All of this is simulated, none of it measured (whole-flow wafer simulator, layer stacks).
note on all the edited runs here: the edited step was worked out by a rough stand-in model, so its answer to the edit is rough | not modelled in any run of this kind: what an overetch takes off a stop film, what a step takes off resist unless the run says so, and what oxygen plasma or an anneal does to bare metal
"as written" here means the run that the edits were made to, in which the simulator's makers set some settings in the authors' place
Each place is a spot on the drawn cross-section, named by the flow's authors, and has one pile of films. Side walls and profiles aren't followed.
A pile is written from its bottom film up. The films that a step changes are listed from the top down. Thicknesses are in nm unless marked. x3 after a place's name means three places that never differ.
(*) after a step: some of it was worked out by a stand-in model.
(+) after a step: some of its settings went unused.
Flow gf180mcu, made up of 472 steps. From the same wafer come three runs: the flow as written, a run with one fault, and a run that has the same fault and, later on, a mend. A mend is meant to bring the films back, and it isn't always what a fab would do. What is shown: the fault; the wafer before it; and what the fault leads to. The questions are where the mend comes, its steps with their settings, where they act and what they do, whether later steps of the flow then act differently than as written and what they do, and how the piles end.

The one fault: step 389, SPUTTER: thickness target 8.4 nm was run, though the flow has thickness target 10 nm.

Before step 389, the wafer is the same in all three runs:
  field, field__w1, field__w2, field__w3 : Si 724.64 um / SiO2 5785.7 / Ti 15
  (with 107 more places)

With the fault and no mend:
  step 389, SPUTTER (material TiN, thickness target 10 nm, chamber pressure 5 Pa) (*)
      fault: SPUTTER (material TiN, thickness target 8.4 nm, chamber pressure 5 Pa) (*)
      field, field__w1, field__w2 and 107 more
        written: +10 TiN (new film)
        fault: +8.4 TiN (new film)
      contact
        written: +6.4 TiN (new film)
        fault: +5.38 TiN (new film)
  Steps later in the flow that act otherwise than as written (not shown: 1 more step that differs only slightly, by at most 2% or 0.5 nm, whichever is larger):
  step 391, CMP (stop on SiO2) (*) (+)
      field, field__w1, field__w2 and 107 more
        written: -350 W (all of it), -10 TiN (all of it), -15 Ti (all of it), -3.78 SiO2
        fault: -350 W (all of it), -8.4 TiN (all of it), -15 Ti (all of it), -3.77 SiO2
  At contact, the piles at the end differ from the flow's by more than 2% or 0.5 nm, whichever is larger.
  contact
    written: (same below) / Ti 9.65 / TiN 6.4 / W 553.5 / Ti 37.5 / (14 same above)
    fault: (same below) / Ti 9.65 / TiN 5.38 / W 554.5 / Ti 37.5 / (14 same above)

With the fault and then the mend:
  The mend follows step 389.
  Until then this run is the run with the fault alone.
  step 389a, SPUTTER (material TiN, thickness target 1.6 nm, chamber pressure 5 Pa) (*) (the flow's step 389 again, with other settings)
      field, field__w1, field__w2 and 107 more
        +1.6 TiN
      contact
        +1.02 TiN
  Every later step of the flow that is run acts as written at every place that is followed.
  At every place that both follow, the piles at the end match the flow's.
